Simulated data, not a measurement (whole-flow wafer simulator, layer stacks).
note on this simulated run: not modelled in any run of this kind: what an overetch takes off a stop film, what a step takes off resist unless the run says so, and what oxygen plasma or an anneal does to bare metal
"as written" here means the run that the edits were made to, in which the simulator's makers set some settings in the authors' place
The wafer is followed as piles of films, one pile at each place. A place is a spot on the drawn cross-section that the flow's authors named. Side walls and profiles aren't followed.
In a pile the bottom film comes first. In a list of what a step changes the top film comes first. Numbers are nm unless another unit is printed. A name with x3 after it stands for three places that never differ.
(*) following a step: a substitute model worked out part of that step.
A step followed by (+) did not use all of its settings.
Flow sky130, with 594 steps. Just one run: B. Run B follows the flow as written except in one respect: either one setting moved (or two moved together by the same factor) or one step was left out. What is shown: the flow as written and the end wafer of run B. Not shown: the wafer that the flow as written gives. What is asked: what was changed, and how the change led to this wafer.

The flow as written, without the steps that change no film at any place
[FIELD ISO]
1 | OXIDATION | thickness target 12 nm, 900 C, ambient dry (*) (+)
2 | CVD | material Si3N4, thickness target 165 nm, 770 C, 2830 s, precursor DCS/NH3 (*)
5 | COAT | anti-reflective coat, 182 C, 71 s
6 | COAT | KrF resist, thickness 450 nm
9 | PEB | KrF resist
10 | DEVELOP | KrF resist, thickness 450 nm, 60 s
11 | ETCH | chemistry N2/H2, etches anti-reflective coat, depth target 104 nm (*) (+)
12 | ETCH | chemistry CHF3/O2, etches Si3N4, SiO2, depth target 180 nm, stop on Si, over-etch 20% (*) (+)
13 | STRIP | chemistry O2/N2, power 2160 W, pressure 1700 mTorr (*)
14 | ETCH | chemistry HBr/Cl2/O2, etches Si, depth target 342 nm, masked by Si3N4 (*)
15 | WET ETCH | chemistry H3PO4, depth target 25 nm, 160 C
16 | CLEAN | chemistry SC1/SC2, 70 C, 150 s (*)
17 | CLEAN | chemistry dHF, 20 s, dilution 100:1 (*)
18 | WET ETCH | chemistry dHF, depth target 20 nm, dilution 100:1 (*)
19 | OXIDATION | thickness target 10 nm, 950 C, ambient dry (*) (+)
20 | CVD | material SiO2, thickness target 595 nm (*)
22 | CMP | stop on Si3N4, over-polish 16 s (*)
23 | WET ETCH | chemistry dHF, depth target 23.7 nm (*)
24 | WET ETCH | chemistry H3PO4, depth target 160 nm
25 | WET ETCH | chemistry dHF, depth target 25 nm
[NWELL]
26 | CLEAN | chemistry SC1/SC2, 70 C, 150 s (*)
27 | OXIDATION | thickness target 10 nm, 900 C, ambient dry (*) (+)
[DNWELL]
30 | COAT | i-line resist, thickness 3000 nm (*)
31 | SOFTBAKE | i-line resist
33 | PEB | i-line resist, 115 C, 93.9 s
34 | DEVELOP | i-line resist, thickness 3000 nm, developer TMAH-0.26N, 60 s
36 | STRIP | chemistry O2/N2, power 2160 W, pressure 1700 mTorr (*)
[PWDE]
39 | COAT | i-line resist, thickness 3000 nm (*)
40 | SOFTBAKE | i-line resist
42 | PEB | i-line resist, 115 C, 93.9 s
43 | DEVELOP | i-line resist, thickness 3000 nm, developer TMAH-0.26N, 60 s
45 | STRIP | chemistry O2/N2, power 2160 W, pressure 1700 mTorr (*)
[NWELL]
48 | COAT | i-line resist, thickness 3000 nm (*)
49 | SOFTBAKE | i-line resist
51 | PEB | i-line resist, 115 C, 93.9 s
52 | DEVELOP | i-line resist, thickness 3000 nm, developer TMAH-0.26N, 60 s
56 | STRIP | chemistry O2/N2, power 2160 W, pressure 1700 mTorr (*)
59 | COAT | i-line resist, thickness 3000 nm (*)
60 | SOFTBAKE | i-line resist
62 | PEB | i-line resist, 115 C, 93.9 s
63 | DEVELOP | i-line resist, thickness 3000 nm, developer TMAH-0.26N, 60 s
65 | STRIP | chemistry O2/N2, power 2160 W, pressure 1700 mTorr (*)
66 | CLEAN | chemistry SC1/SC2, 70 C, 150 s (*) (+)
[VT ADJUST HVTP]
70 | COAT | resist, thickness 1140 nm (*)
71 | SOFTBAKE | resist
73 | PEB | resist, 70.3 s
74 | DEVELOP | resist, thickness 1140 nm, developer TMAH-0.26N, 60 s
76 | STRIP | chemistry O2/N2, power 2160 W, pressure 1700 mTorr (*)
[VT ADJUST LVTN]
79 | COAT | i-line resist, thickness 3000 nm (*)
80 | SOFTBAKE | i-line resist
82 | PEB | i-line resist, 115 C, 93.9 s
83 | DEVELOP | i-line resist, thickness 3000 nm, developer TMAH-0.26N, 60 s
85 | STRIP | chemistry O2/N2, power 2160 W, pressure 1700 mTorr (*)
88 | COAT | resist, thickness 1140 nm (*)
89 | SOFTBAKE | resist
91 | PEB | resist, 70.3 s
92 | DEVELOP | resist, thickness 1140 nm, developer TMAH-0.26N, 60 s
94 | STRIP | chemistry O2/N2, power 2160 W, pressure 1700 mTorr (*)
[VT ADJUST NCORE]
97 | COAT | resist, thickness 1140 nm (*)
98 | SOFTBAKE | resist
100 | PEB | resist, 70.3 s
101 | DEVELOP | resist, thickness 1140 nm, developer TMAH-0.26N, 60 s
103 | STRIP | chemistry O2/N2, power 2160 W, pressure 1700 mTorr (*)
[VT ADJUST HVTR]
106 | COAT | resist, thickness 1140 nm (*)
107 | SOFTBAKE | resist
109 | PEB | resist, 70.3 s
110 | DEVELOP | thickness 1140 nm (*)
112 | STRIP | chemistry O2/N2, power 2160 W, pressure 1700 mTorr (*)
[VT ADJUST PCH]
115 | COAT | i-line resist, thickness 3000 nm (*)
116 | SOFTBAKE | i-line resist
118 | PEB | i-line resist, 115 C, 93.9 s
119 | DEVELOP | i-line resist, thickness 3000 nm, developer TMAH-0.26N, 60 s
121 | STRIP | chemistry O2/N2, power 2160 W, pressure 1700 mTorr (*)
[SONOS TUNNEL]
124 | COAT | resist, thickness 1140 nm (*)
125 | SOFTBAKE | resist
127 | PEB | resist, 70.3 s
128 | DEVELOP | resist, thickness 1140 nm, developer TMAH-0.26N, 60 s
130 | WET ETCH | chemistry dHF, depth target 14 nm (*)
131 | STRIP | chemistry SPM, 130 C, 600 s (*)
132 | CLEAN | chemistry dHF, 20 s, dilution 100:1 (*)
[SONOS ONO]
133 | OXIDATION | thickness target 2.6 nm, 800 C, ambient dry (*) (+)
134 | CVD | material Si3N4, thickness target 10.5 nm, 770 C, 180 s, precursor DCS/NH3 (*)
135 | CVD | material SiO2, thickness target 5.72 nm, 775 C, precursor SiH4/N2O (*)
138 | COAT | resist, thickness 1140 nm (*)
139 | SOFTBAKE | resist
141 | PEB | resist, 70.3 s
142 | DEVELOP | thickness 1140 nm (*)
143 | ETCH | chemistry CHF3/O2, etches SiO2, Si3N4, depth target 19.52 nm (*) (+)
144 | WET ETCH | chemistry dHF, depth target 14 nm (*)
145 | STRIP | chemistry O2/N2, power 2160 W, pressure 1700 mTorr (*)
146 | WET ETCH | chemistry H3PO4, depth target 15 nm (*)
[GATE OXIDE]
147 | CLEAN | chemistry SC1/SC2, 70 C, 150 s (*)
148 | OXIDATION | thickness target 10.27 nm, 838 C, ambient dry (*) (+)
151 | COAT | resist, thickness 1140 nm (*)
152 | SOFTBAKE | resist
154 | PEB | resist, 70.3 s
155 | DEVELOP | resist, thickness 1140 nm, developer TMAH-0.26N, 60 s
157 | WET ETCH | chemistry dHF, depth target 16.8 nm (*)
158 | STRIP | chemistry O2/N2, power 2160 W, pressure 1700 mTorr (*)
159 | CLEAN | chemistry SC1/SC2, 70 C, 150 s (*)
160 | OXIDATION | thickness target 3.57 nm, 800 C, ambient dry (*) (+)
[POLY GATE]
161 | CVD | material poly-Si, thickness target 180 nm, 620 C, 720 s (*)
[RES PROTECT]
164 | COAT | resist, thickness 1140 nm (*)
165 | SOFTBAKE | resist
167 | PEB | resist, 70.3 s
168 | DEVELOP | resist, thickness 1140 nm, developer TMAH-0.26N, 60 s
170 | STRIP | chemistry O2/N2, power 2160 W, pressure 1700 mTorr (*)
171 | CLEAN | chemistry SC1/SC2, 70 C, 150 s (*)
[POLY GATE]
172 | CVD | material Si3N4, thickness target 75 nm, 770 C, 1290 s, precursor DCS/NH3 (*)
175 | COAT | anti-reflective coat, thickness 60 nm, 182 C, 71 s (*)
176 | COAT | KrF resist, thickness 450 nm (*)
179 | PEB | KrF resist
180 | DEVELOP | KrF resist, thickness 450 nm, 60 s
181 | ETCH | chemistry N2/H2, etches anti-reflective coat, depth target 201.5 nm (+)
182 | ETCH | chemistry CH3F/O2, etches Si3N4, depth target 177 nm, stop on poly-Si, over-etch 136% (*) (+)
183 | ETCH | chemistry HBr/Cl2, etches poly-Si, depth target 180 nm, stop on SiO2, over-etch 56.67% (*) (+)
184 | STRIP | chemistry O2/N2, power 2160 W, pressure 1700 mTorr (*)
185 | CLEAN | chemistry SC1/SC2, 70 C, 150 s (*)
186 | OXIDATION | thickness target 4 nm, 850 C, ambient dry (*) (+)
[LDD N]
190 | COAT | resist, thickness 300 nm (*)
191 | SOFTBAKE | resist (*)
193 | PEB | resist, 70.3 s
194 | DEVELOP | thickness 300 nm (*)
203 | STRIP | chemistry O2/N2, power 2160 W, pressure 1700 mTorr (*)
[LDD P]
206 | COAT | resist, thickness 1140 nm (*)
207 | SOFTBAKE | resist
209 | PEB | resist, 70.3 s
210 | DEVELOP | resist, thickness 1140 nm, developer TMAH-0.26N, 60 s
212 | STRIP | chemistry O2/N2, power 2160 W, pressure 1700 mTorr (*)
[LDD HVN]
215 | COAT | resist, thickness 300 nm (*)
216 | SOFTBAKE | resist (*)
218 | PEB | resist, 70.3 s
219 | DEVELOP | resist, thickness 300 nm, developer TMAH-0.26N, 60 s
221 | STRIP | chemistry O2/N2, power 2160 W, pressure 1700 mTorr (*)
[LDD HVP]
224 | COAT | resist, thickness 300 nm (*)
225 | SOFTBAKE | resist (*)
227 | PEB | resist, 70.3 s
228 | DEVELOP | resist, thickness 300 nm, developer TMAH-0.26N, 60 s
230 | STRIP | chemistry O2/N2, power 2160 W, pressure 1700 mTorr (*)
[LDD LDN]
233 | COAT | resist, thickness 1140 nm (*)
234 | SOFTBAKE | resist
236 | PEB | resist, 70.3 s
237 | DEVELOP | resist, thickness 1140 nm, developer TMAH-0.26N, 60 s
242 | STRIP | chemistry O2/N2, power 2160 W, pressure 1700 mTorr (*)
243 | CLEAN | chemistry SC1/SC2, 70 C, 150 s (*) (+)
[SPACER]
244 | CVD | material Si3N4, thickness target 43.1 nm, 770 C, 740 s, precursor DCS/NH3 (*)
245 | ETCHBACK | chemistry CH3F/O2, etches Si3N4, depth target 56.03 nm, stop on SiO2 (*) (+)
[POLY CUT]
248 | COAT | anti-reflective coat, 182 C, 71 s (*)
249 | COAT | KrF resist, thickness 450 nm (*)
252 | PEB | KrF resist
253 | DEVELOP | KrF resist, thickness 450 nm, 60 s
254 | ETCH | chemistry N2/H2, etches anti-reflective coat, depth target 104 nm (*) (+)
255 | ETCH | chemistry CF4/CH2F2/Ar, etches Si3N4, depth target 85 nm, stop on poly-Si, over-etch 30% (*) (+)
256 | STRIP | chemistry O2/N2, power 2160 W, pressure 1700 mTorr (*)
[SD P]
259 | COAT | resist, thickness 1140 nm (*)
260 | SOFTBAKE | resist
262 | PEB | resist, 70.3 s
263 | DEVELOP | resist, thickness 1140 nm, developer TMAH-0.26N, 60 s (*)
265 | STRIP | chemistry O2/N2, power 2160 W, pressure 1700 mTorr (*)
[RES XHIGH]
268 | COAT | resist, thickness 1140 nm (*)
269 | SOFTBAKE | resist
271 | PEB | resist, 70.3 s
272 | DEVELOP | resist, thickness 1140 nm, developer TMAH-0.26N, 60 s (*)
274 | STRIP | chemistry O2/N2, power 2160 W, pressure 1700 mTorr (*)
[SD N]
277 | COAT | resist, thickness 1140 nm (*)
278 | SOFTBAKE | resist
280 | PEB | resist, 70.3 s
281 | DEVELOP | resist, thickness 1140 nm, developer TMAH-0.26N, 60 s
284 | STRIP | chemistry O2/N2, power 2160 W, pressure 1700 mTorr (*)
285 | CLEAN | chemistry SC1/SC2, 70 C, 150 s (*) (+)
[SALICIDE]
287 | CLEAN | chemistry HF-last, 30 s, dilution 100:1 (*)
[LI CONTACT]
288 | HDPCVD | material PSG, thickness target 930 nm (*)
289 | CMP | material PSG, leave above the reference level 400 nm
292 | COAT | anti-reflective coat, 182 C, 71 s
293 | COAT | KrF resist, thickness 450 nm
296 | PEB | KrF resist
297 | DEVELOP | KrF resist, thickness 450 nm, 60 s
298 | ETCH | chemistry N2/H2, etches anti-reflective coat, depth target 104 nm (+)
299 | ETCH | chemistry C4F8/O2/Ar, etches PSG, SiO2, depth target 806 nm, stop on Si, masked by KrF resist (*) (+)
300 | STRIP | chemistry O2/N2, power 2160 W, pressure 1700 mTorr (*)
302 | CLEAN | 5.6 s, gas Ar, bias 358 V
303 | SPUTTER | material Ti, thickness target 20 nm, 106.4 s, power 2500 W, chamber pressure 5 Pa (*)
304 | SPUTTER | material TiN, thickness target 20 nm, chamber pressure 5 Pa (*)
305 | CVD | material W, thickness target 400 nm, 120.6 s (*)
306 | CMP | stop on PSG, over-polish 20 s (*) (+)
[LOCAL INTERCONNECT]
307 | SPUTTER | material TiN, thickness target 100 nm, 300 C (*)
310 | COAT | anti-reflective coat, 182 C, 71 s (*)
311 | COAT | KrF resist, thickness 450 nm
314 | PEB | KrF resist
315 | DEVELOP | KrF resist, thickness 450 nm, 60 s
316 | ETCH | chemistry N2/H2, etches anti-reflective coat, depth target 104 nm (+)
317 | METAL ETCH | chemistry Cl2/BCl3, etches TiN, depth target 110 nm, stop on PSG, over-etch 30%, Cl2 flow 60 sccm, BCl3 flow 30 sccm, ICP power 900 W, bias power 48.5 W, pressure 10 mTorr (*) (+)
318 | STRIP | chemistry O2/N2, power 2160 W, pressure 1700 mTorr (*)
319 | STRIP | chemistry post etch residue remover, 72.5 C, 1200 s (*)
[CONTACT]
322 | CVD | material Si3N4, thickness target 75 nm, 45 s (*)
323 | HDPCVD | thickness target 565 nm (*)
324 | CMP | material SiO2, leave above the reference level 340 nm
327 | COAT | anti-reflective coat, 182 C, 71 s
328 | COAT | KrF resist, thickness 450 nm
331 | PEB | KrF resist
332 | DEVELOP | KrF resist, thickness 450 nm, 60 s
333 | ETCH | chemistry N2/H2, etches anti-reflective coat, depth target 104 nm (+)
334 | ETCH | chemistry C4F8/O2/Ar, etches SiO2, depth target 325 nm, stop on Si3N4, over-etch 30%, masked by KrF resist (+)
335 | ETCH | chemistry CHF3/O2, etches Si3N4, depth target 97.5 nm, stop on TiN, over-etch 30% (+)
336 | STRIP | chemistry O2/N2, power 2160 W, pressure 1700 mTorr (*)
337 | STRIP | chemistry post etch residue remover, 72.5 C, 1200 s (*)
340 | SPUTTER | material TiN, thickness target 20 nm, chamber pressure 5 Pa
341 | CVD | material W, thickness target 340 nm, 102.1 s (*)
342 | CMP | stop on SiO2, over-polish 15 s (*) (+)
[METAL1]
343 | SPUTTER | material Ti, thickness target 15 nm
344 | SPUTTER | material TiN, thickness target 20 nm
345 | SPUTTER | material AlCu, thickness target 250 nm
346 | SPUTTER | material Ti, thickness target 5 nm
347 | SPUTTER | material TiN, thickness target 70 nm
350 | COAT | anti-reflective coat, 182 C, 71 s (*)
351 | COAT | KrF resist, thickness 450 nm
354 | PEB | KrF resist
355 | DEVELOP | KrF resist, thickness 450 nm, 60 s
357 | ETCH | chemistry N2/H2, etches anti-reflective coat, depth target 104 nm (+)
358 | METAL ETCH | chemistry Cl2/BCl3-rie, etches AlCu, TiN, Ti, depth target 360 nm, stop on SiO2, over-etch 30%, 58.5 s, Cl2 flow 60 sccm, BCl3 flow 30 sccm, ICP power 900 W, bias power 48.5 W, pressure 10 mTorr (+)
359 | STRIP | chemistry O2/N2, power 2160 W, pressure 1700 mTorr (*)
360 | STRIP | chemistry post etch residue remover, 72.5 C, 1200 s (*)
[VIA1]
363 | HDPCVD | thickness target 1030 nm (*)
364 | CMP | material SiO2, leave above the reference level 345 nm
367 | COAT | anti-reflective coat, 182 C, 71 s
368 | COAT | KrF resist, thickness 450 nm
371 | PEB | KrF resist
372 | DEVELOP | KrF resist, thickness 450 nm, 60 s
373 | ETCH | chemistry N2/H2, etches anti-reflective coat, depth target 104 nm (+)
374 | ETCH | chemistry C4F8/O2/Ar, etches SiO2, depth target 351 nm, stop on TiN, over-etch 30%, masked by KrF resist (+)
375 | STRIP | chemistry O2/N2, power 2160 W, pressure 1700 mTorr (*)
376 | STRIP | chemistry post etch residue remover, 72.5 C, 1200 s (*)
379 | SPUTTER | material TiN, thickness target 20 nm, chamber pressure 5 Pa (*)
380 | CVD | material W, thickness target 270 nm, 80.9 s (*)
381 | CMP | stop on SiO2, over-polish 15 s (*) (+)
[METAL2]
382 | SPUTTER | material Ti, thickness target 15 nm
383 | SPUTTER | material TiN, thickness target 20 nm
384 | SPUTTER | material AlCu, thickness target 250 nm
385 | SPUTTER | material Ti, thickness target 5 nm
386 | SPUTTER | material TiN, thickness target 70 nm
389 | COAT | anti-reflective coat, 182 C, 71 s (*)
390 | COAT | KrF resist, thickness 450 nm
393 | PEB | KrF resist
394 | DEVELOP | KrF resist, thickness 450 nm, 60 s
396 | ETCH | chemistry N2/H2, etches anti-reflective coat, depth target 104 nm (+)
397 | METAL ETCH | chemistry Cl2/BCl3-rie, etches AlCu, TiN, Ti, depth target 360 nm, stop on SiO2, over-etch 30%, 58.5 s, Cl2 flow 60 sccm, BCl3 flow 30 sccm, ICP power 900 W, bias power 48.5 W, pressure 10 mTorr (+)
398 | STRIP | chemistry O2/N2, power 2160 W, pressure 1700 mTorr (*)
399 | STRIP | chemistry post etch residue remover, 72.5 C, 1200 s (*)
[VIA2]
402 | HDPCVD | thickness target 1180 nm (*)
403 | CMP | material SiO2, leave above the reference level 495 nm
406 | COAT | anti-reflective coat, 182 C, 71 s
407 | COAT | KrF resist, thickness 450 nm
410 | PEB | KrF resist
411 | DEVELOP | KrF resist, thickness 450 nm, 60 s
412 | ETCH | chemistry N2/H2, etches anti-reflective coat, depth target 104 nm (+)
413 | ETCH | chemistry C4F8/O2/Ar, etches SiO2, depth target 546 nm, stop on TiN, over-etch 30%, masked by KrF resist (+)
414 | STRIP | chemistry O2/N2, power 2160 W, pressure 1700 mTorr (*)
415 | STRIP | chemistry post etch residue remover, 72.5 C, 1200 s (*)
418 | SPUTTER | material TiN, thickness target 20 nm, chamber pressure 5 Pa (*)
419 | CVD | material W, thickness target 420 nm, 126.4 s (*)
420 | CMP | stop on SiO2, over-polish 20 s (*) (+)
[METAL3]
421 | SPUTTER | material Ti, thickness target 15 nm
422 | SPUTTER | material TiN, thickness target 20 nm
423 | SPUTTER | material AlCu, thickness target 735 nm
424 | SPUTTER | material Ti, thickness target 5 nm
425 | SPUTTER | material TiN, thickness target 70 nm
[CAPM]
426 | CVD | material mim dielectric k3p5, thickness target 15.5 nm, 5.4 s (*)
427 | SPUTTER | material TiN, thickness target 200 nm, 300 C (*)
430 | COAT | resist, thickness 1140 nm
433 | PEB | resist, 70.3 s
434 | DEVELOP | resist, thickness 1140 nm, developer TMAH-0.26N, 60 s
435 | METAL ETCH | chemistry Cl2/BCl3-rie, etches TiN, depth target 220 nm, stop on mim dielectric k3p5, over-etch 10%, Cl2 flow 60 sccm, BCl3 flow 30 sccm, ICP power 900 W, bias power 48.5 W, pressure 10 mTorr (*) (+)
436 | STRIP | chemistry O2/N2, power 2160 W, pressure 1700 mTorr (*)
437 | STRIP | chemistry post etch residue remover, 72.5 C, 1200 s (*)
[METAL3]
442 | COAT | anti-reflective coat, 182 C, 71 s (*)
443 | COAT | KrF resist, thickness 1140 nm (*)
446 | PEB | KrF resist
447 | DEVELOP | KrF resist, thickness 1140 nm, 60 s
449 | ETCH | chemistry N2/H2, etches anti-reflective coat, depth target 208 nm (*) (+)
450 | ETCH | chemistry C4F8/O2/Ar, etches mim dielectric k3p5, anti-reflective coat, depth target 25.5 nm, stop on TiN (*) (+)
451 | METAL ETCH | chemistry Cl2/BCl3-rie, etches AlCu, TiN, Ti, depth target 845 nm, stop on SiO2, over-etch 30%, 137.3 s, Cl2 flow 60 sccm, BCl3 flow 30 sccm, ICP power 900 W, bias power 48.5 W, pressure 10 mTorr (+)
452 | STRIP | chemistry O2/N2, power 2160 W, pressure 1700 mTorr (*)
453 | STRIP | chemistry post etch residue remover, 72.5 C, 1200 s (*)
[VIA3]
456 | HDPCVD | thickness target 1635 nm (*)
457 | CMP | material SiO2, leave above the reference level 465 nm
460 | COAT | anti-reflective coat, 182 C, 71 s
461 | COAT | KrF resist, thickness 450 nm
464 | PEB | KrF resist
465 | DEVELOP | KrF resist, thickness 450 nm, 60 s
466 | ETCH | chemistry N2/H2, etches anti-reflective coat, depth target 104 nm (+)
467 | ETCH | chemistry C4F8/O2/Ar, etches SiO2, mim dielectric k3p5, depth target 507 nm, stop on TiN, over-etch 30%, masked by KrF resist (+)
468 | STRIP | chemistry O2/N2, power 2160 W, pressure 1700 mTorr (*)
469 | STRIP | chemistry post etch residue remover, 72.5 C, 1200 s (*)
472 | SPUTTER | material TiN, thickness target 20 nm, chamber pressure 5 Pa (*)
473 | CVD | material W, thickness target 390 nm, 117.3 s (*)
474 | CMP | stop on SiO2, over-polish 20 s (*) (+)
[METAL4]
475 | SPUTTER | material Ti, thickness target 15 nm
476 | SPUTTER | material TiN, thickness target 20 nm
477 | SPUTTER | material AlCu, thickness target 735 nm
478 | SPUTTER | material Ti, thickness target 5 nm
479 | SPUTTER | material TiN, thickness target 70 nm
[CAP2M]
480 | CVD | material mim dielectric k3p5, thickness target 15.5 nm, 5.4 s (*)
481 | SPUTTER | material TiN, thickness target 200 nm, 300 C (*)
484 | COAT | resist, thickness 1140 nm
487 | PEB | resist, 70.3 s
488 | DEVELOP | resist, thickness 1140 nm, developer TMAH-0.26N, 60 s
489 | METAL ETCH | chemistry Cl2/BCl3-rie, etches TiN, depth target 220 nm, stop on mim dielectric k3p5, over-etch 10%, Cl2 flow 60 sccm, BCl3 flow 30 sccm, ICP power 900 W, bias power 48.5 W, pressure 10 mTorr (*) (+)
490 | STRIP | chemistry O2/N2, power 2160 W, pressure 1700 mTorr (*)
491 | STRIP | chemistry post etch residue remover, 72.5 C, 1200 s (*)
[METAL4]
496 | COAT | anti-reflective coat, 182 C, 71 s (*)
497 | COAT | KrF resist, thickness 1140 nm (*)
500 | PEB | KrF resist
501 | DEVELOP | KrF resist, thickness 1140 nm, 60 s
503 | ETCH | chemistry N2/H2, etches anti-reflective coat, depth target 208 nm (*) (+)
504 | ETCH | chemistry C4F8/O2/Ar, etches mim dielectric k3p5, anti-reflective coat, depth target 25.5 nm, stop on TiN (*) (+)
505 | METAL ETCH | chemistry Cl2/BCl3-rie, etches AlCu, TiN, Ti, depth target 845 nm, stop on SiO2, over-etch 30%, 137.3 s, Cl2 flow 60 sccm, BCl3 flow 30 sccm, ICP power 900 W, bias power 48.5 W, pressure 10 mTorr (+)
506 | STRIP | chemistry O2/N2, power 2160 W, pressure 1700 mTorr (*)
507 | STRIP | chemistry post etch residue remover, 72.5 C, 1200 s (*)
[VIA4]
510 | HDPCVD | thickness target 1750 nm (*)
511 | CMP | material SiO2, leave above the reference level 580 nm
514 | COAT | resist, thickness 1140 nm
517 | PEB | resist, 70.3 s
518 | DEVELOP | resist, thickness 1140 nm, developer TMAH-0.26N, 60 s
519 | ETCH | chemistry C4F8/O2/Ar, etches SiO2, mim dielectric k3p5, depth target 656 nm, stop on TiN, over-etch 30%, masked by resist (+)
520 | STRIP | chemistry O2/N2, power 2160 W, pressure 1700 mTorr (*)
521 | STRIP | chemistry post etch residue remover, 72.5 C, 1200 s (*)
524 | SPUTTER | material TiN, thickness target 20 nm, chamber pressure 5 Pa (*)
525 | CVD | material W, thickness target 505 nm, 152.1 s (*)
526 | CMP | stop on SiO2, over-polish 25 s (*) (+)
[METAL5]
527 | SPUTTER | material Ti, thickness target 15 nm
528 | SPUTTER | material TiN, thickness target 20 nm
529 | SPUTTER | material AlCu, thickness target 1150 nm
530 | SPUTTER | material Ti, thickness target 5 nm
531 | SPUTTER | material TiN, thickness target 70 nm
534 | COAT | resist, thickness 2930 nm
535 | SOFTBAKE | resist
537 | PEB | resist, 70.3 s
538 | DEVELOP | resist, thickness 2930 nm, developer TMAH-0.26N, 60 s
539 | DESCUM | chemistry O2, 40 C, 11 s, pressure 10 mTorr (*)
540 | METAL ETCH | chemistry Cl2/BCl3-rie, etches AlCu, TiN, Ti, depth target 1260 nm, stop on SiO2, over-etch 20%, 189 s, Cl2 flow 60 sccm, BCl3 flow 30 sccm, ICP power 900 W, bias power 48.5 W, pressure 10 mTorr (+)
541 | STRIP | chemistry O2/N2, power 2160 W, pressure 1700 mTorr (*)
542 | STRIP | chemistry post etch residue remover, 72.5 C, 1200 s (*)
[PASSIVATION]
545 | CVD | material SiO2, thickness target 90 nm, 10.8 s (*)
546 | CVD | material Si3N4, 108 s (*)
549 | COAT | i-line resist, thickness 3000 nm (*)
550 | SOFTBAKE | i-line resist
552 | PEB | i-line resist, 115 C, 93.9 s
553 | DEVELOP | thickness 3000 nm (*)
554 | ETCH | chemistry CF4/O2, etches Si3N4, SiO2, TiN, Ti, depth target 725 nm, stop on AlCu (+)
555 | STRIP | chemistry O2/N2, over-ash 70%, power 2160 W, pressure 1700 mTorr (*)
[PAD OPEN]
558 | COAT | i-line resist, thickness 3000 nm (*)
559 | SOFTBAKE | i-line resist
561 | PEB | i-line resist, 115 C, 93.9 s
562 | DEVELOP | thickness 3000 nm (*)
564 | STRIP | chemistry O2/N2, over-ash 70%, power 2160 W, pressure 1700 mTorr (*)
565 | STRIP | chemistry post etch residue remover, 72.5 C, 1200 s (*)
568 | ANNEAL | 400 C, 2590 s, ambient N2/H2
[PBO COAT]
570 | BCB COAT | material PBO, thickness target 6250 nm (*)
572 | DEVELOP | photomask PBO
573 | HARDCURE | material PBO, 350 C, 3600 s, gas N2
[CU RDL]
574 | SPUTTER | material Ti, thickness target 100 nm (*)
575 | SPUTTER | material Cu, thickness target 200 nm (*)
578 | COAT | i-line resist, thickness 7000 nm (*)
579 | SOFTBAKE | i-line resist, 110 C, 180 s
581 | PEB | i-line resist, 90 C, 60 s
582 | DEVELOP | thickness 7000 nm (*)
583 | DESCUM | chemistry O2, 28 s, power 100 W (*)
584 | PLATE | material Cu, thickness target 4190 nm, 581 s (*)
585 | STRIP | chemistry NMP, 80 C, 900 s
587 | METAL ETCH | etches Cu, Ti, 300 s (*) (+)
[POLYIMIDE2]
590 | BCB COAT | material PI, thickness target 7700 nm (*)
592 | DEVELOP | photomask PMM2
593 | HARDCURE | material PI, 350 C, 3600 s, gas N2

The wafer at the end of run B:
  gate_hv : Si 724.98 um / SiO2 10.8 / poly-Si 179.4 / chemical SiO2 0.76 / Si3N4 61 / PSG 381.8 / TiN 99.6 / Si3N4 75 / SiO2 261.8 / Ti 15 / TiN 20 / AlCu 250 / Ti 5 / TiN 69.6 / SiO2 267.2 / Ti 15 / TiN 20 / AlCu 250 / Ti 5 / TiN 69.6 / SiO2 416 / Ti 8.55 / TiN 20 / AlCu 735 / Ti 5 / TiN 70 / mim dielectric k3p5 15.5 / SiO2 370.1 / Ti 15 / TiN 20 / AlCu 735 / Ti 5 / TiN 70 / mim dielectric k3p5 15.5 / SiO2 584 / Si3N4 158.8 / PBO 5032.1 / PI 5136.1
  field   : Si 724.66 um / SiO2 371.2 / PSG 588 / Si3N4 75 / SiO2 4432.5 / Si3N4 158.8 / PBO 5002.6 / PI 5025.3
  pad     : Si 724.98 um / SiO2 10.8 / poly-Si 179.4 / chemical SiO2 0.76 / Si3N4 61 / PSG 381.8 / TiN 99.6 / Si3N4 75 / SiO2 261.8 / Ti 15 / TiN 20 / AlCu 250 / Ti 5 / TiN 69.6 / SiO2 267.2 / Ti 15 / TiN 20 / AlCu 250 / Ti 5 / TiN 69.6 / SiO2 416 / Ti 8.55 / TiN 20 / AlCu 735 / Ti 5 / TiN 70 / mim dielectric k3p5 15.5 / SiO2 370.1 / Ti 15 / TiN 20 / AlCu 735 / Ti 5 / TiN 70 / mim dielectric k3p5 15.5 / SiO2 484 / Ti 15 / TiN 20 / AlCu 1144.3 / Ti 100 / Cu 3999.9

The reason: step 421, SPUTTER: thickness target 8.55 nm was run, while the flow as written has thickness target 15 nm.
The wafer lets one read it off: gate_hv has Ti 8.55, and step 421 as written asks for 15 nm.

Step by step, how the change led to this:
  421 | SPUTTER | material Ti, thickness target 15 nm
      field, active, n_well and 188 more: Ti gains 8.55 (new film) (in the flow as written it would be: Ti gains 15 (new film))
  451 | METAL ETCH | chemistry Cl2/BCl3-rie, etches AlCu, TiN, Ti, depth target 845 nm, stop on SiO2, over-etch 30%, 137.3 s, Cl2 flow 60 sccm, BCl3 flow 30 sccm, ICP power 900 W, bias power 48.5 W, pressure 10 mTorr (+)
      field, gate, spacer and 68 more: TiN loses 70 (all of it), Ti loses 5 (all of it), AlCu loses 735 (all of it), TiN loses 20 (all of it), Ti loses 8.55 (all of it), SiO2 loses 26 (in the flow as written it would be: TiN loses 70 (all of it), Ti loses 5 (all of it), AlCu loses 735 (all of it), TiN loses 20 (all of it), Ti loses 15 (all of it), SiO2 loses 25.4)
      active, vpp_ln, vpp_iso2 and 11 more: TiN loses 70 (all of it), Ti loses 5 (all of it), AlCu loses 735 (all of it), TiN loses 20 (all of it), Ti loses 8.55 (all of it), SiO2 loses 26 (in the flow as written it would be: TiN loses 70 (all of it), Ti loses 5 (all of it), AlCu loses 735 (all of it), TiN loses 20 (all of it), Ti loses 15 (all of it), SiO2 loses 25.3)
